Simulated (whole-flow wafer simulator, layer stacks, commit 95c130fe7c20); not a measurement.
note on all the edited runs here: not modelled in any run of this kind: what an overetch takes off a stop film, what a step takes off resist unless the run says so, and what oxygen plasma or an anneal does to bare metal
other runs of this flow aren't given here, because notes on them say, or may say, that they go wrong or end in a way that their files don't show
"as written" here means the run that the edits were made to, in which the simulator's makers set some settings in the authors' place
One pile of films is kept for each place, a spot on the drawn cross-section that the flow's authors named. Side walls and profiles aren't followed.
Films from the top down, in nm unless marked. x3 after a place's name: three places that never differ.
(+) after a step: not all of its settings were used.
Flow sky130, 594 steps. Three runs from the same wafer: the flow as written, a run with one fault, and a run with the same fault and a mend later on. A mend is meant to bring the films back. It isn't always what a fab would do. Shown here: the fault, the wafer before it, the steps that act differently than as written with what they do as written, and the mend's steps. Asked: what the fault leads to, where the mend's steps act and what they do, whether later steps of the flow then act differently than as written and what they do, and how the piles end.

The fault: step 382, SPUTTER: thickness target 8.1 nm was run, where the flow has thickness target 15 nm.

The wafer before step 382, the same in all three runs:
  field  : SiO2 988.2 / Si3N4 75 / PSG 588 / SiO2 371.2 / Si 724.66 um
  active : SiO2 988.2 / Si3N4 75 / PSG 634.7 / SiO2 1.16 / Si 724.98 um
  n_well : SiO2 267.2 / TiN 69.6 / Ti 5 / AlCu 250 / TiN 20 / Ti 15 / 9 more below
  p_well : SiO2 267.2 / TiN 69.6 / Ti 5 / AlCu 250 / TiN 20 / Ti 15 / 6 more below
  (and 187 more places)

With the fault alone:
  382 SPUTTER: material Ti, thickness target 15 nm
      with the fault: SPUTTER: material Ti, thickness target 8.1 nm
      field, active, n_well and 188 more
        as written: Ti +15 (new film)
        with the fault: Ti +8.1 (new film)
  Later steps of the flow that act differently than as written (16 more steps differ only slightly, by at most 2% or 0.5 nm, whichever is larger, and aren't shown):
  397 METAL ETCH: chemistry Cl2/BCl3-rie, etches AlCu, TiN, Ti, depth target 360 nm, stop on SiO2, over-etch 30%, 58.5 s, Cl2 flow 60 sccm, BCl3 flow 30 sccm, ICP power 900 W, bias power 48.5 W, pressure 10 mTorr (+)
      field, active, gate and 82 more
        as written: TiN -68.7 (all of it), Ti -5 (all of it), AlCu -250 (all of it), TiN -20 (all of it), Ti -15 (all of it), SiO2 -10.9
        with the fault: TiN -68.7 (all of it), Ti -5 (all of it), AlCu -250 (all of it), TiN -20 (all of it), Ti -8.1 (all of it), SiO2 -11.6
  At the end the piles differ from the flow's by more than 2% or 0.5 nm, whichever is larger, at n_well, p_well, gate_hv and 103 more.
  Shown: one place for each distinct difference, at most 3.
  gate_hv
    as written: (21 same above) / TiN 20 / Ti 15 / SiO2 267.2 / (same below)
    with the fault: (21 same above) / TiN 20 / Ti 8.1 / SiO2 267.2 / (same below)
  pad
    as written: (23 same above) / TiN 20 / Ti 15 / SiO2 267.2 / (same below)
    with the fault: (23 same above) / TiN 20 / Ti 8.1 / SiO2 267.2 / (same below)
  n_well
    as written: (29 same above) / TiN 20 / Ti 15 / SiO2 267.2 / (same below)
    with the fault: (29 same above) / TiN 20 / Ti 8.1 / SiO2 267.2 / (same below)

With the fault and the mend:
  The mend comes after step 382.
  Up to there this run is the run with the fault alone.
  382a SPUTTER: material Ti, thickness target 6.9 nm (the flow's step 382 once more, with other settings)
      field, active, n_well and 188 more
        Ti +6.9
  No later step of the flow acts differently than as written at any place that is followed.
  At the end the piles are the same as the flow's at every place that both follow.
